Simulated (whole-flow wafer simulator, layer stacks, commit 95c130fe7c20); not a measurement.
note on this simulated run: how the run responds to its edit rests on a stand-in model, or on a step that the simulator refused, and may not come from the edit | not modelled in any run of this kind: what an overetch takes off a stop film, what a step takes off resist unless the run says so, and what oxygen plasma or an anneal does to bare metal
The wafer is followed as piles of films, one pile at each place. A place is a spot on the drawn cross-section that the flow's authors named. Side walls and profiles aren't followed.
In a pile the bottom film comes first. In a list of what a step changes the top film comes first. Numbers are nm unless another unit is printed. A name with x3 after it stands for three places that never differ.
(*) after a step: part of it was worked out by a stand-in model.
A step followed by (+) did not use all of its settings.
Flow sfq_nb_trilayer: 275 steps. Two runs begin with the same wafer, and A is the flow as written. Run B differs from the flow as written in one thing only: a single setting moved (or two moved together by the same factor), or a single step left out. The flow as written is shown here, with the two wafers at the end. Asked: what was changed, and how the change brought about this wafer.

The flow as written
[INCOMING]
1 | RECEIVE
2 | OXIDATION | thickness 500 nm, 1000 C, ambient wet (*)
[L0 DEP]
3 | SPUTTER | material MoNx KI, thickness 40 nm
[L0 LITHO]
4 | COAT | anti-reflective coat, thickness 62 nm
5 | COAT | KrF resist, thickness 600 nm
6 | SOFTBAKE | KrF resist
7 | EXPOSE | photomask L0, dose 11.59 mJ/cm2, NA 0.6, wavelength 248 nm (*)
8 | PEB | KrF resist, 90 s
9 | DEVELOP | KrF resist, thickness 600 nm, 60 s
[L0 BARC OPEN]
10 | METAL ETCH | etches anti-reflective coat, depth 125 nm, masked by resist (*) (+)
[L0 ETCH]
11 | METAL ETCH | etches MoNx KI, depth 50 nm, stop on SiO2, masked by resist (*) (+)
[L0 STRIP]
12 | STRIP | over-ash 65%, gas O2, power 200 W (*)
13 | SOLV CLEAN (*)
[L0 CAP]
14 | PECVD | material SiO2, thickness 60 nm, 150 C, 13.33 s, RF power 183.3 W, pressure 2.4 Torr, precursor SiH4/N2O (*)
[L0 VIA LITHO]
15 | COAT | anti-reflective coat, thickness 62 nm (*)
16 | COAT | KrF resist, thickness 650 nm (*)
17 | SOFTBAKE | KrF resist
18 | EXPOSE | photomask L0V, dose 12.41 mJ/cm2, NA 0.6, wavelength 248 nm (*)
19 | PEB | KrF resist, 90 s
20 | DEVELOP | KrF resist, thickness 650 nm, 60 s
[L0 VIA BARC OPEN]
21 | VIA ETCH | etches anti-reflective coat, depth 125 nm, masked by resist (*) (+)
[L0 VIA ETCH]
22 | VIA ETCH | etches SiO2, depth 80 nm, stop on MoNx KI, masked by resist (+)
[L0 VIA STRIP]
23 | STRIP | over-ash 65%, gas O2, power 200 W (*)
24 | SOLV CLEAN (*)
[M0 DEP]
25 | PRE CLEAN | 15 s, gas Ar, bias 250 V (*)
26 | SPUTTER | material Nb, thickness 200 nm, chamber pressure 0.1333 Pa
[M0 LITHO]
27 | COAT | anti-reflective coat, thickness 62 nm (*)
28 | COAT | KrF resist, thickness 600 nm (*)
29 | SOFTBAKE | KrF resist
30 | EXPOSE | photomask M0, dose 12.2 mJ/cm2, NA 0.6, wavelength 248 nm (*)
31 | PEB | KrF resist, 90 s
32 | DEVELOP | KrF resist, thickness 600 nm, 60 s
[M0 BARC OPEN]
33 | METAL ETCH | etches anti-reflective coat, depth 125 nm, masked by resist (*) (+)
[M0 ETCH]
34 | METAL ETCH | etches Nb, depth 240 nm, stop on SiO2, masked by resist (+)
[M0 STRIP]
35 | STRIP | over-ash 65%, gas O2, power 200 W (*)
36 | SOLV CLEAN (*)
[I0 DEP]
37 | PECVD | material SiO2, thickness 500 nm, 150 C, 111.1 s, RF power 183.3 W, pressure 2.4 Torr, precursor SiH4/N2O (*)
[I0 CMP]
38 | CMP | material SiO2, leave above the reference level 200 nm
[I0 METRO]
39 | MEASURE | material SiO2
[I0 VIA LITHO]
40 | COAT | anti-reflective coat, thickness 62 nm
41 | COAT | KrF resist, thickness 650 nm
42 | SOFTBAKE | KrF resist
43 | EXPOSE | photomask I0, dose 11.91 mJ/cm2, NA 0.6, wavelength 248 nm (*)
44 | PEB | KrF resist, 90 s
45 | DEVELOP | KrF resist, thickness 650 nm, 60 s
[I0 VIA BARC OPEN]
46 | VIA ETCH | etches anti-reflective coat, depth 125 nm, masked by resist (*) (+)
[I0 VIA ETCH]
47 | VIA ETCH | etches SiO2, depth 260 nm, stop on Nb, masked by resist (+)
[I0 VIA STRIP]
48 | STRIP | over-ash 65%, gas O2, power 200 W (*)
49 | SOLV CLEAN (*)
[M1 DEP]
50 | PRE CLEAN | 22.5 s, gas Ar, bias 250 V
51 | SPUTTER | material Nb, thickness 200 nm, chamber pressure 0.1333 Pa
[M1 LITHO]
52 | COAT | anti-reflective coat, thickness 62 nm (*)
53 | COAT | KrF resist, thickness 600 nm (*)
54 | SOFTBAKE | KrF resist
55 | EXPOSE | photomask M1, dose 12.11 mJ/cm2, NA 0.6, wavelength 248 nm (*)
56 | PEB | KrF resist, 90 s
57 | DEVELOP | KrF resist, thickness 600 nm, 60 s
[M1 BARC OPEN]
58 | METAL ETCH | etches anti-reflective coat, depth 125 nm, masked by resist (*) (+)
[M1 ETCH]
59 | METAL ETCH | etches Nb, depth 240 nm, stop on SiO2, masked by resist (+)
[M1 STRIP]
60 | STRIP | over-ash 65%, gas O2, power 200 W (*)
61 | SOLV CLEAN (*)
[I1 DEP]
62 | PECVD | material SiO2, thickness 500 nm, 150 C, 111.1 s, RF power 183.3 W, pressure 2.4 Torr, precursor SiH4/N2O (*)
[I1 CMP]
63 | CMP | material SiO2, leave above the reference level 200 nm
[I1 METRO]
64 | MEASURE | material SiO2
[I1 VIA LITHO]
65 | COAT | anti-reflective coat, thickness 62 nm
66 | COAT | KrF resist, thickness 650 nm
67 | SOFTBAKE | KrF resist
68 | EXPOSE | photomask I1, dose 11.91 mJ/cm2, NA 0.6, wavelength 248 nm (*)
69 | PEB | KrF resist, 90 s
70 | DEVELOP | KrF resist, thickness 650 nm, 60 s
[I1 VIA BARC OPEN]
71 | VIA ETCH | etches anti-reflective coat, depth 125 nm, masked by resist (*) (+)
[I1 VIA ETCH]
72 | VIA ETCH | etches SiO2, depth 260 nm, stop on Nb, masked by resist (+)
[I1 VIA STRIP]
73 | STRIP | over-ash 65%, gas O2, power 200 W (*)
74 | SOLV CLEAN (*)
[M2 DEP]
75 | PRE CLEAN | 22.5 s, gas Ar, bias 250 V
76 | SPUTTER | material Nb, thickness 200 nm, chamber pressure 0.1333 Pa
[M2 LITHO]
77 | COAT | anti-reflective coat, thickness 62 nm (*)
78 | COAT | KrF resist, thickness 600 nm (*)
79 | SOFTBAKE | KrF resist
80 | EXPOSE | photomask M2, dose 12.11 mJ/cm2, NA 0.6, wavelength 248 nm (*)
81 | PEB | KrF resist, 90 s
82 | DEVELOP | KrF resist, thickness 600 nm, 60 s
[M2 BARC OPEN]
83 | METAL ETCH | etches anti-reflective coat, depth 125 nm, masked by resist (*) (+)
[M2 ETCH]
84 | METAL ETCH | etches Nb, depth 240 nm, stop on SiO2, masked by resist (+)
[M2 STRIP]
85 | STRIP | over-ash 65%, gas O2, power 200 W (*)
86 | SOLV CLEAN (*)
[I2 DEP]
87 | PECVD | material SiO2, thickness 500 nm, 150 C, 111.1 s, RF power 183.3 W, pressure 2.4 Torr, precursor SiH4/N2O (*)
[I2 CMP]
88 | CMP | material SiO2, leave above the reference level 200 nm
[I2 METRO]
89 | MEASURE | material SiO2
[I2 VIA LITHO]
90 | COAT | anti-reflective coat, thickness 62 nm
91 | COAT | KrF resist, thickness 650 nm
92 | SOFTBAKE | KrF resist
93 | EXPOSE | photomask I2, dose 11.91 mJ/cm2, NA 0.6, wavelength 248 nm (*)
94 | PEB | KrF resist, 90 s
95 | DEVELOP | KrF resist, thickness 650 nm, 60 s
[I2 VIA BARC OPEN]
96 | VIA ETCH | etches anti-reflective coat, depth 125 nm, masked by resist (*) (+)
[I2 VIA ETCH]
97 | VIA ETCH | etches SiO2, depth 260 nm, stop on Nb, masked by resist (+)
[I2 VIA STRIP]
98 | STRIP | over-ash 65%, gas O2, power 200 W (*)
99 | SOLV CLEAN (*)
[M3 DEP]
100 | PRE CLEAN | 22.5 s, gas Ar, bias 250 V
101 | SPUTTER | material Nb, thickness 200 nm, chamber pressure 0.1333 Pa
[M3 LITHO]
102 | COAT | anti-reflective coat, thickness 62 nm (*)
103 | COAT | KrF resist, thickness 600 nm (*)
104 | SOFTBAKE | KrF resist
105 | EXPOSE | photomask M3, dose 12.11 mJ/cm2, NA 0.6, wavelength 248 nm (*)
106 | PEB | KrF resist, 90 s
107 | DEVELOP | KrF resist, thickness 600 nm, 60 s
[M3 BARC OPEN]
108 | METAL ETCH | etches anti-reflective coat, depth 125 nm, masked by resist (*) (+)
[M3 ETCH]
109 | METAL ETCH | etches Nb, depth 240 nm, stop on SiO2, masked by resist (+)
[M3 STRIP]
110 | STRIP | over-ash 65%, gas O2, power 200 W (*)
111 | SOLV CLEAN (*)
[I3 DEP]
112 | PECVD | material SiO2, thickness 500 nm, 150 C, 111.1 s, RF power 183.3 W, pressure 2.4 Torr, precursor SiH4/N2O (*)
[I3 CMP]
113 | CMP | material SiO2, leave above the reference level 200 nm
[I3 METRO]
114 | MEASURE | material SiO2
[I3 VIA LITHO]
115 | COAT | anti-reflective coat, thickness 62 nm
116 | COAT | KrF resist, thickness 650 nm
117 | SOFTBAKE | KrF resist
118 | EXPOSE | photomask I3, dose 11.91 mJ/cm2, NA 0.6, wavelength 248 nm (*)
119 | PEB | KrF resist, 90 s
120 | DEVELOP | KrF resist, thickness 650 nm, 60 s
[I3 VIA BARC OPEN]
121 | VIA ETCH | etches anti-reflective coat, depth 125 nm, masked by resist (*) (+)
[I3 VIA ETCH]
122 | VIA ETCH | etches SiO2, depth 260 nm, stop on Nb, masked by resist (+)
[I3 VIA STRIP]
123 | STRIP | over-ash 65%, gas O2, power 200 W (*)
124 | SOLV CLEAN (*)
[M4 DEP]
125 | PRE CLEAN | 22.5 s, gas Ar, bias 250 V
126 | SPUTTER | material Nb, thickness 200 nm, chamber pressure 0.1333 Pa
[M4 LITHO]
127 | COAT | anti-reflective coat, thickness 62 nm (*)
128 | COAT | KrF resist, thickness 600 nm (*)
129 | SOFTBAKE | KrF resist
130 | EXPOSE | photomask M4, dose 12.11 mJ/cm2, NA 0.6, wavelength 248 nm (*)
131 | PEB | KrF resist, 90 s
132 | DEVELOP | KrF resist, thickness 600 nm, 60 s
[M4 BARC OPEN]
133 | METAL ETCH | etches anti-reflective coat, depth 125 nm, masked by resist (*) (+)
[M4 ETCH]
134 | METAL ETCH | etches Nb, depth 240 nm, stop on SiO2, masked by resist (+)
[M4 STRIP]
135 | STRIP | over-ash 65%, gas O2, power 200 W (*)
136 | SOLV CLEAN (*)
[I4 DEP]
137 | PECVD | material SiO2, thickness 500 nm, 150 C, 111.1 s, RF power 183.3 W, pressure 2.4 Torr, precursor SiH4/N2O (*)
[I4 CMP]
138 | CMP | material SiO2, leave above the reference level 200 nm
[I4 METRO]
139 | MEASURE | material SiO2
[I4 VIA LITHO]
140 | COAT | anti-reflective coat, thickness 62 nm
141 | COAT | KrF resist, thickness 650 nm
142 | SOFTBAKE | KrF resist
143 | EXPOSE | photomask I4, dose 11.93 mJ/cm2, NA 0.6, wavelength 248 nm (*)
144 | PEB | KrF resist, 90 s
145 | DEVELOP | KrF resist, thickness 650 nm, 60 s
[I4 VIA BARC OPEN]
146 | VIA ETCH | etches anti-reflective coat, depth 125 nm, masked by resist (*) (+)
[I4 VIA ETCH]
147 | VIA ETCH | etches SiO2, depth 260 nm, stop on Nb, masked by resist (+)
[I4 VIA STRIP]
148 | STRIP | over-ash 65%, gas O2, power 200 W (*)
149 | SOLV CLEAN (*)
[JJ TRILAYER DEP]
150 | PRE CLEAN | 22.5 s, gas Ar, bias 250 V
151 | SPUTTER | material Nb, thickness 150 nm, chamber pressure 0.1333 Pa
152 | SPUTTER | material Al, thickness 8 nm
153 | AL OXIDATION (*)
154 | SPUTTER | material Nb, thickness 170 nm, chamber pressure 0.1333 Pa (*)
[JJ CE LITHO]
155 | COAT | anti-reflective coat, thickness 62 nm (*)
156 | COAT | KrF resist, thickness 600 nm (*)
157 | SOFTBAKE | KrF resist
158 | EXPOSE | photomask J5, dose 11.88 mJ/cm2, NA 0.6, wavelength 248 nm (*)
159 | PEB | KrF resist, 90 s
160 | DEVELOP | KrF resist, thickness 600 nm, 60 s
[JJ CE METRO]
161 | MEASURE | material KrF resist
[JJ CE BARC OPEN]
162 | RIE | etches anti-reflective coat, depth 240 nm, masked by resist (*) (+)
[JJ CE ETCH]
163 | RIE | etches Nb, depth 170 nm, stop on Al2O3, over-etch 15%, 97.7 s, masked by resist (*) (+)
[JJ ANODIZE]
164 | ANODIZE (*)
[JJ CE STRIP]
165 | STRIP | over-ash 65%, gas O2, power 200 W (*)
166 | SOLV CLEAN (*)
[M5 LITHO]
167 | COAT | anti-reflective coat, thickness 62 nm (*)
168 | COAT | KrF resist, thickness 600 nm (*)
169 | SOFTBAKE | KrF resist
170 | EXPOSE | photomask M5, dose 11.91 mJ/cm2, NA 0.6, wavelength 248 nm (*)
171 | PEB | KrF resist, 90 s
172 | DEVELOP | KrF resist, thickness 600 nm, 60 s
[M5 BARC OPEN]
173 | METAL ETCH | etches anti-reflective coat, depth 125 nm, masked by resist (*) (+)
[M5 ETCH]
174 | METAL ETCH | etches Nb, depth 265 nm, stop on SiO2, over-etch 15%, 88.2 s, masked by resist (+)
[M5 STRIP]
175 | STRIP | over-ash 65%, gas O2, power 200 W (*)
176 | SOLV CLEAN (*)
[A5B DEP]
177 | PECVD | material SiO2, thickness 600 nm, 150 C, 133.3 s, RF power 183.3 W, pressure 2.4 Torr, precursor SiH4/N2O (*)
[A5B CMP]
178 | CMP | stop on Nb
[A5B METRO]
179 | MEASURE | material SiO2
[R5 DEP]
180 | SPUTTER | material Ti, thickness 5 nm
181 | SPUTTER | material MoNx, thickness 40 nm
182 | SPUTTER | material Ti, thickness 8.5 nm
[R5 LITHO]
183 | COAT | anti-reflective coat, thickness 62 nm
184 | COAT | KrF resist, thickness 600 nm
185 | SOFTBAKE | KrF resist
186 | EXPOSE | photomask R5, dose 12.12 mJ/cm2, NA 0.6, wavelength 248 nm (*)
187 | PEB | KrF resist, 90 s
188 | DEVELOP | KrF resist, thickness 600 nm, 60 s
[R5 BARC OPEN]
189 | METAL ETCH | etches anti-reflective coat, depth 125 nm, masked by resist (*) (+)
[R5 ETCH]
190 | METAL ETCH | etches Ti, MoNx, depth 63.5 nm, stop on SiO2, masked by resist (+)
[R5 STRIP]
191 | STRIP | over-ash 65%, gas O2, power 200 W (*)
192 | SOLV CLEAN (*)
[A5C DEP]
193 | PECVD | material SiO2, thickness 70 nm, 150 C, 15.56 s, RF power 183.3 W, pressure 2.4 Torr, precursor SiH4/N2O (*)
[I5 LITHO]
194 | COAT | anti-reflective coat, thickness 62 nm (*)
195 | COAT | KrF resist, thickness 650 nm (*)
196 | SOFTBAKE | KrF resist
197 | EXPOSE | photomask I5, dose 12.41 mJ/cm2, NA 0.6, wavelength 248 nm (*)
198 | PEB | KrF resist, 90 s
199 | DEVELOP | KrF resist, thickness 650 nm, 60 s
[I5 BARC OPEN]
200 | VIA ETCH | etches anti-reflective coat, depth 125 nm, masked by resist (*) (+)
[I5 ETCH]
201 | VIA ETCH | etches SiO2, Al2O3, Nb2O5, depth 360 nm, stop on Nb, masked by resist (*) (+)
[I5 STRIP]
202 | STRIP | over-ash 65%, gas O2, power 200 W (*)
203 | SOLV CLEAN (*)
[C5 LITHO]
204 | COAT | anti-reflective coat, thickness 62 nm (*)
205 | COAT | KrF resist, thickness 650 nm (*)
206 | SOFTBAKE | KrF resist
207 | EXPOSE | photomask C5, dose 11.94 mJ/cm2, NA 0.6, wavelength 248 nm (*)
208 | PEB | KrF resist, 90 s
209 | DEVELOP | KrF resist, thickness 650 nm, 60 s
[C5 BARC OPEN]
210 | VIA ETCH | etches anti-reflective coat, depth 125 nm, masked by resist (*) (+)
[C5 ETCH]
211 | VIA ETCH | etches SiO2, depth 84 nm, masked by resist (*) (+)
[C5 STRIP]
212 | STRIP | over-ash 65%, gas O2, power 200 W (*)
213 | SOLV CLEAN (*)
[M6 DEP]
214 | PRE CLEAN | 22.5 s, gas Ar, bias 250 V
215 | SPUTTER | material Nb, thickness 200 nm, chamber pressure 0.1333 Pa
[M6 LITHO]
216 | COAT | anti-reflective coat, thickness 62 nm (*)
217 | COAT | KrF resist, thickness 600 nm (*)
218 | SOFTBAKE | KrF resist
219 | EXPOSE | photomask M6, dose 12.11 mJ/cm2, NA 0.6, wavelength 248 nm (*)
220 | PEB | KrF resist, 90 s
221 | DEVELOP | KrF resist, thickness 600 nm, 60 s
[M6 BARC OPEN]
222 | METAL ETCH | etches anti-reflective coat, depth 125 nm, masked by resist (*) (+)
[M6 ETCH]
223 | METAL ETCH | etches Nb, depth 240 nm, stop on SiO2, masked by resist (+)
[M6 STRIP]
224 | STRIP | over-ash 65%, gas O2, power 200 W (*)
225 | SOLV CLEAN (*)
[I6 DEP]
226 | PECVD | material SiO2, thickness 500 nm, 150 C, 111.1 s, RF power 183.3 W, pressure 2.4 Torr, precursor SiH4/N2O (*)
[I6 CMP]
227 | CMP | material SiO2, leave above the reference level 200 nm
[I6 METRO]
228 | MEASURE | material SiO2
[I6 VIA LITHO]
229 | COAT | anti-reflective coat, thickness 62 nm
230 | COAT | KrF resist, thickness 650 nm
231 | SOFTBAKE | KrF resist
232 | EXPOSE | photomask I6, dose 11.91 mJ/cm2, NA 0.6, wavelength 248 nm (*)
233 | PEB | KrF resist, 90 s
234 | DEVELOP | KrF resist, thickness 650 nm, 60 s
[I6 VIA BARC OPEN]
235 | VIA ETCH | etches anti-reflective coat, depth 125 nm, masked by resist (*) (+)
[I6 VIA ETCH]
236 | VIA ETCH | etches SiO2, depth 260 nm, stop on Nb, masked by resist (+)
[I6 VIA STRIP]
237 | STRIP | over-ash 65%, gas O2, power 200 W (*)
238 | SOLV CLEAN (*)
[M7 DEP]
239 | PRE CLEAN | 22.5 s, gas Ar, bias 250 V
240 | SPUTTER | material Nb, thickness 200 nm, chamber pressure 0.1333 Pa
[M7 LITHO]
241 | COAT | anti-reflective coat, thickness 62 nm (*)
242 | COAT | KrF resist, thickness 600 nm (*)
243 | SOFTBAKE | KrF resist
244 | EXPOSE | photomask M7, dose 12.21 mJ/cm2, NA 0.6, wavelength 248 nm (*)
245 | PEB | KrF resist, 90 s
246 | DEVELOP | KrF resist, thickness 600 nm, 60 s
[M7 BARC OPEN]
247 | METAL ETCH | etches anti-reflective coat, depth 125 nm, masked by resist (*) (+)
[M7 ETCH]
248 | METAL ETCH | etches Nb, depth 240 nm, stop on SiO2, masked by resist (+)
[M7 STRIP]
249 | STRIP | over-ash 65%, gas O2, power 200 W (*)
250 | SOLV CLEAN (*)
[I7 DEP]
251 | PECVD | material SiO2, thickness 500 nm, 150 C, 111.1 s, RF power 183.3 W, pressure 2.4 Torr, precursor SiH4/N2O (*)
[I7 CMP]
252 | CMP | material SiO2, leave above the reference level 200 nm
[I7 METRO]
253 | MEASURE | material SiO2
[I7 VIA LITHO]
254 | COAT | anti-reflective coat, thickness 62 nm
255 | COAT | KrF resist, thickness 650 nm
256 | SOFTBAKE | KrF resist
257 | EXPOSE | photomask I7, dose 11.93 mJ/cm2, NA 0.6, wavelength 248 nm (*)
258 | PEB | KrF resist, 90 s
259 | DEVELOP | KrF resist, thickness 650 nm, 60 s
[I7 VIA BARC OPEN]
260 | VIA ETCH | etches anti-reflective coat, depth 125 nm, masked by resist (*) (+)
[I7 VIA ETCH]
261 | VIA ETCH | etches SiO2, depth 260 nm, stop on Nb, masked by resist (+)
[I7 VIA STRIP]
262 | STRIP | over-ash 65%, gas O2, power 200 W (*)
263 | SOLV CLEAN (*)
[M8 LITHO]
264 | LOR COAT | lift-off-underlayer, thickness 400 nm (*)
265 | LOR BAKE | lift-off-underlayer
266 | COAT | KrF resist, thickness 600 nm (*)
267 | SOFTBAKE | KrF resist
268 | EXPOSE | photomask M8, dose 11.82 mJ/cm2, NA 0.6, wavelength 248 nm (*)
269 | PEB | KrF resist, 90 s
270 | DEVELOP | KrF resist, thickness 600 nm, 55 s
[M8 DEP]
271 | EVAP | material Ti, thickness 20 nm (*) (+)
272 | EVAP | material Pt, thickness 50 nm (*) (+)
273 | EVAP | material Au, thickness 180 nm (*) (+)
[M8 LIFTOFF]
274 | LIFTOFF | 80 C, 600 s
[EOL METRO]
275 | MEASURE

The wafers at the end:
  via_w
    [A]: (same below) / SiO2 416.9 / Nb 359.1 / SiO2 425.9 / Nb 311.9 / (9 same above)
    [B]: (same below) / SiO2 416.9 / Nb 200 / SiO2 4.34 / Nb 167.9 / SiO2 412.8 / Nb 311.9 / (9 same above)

What caused this: step 97, VIA ETCH: depth 188 nm was run, whereas the flow has depth 260 nm.

Step by step, how the change led to this:
  97 | VIA ETCH | etches SiO2, depth 260 nm, stop on Nb, masked by resist (+)
      via_w: A SiO2 loses 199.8 (all of it) | B SiO2 loses 188
      field_l, v_sur, via_wl and 102 more: A KrF resist loses 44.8 | B KrF resist loses 32.4
  98 | STRIP | over-ash 65%, gas O2, power 200 W (*)
      field_l, v_sur, via_wl and 102 more: A KrF resist loses 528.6 (all of it), anti-reflective coat loses 62 (all of it) | B KrF resist loses 541 (all of it), anti-reflective coat loses 62 (all of it)
  100 | PRE CLEAN | 22.5 s, gas Ar, bias 250 V
      via_w: A Nb loses 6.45 | B SiO2 loses 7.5
  101 | SPUTTER | material Nb, thickness 200 nm, chamber pressure 0.1333 Pa
      via_w: A Nb gains 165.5 | B Nb gains 167.9 (new film)
  102 | COAT | anti-reflective coat, thickness 62 nm (*)
      via_wl, via_wr: A anti-reflective coat gains 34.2 (new film) | B anti-reflective coat gains 25.7 (new film)
      v_sur: A anti-reflective coat gains 61.1 (new film) | B anti-reflective coat gains 58.3 (new film)
      (and at 2 other places as well)
  110 | STRIP | over-ash 65%, gas O2, power 200 W (*)
      v_sur: A KrF resist loses 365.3 (all of it), anti-reflective coat loses 61.1 (all of it) | B KrF resist loses 366.7 (all of it), anti-reflective coat loses 58.3 (all of it)
      via_wl: A KrF resist loses 384.2 (all of it), anti-reflective coat loses 34.2 (all of it) | B KrF resist loses 391.2 (all of it), anti-reflective coat loses 25.7 (all of it)
      (and at 3 other places as well)
  112 | PECVD | material SiO2, thickness 500 nm, 150 C, 111.1 s, RF power 183.3 W, pressure 2.4 Torr, precursor SiH4/N2O (*)
      via_w: A SiO2 gains 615 (new film) | B SiO2 gains 577.3 (new film)
  113 | CMP | material SiO2, leave above the reference level 200 nm
      via_w: A SiO2 loses 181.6 | B SiO2 loses 157.1
With metal films that touch counted as one body, via_w has 6 bodies (between them, from the top down: SiO2 192.5; SiO2 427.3 / Al2O3 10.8 / Nb2O5 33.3; SiO2 412.8; SiO2 4.34; SiO2 416.9); the flow as written gives 5 bodies (between them, from the top down: SiO2 192.5; SiO2 427.3 / Al2O3 10.8 / Nb2O5 33.3; SiO2 425.9; SiO2 416.9).
